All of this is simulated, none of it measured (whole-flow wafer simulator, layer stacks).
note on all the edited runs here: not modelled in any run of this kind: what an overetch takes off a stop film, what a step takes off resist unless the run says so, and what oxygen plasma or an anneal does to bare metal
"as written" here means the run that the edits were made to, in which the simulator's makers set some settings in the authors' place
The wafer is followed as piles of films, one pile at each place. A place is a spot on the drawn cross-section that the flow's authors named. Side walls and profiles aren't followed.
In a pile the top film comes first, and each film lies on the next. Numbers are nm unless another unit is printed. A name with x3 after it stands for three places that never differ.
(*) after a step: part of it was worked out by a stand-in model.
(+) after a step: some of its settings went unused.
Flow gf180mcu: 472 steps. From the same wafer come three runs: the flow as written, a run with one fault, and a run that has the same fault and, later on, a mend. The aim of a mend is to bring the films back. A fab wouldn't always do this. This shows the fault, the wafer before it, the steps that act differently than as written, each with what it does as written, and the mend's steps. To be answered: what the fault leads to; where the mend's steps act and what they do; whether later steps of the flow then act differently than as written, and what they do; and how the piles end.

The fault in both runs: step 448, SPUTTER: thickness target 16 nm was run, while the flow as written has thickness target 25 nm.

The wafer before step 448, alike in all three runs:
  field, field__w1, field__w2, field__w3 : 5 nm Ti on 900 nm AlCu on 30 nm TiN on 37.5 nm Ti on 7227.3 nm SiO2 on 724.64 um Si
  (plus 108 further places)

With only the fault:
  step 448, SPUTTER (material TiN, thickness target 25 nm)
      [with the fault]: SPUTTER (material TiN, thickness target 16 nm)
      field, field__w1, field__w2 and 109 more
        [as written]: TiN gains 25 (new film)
        [with the fault]: TiN gains 16 (new film)
  Steps further on in the flow that do not act as written (5 other steps are not shown; they differ only slightly, by no more than 2% or 0.5 nm, whichever is larger):
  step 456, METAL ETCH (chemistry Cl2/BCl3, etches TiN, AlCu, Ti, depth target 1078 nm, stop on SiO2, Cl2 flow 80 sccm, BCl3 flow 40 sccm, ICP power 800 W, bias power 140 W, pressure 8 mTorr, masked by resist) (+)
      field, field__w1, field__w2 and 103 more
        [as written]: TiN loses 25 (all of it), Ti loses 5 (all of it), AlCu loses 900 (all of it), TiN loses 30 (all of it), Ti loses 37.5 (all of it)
        [with the fault]: TiN loses 16 (all of it), Ti loses 5 (all of it), AlCu loses 900 (all of it), TiN loses 30 (all of it), Ti loses 37.5 (all of it)
  The piles end different from the flow's at field__w8, contact, m1, m1__w1, pad, m1_nw by more than 2% or 0.5 nm, whichever is larger.
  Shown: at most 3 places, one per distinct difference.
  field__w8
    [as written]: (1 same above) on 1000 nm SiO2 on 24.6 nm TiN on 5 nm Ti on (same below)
    [with the fault]: (1 same above) on 1000 nm SiO2 on 15.6 nm TiN on 5 nm Ti on (same below)
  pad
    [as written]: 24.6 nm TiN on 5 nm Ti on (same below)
    [with the fault]: 15.6 nm TiN on 5 nm Ti on (same below)

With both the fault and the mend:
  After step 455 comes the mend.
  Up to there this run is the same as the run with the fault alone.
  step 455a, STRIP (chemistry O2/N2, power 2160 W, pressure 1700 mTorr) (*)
      field__w8, contact, m1, m1__w1, pad, m1_nw
        resist loses 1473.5 (all of it)
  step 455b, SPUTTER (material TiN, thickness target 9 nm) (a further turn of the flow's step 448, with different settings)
      field, field__w1, field__w2 and 109 more
        TiN gains 9
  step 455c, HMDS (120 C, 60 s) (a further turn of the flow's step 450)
      leaves every film unchanged at each place that is followed
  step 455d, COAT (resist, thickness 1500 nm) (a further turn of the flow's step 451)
      field, field__w1, field__w2 and 109 more
        resist gains 1500 (new film)
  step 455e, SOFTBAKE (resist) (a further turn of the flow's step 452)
      leaves every film unchanged at each place that is followed
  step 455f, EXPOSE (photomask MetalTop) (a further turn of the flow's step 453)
      leaves every film unchanged at each place that is followed
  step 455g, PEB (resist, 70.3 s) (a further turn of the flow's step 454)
      field, field__w1, field__w2 and 109 more
        resist loses 26.5
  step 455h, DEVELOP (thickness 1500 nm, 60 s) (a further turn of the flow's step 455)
      field, field__w1, field__w2 and 103 more
        resist loses 1473.5 (all of it)
  Later steps of the flow that are run all act as written at every place that is followed.
  At every place that both follow, the piles at the end match the flow's.
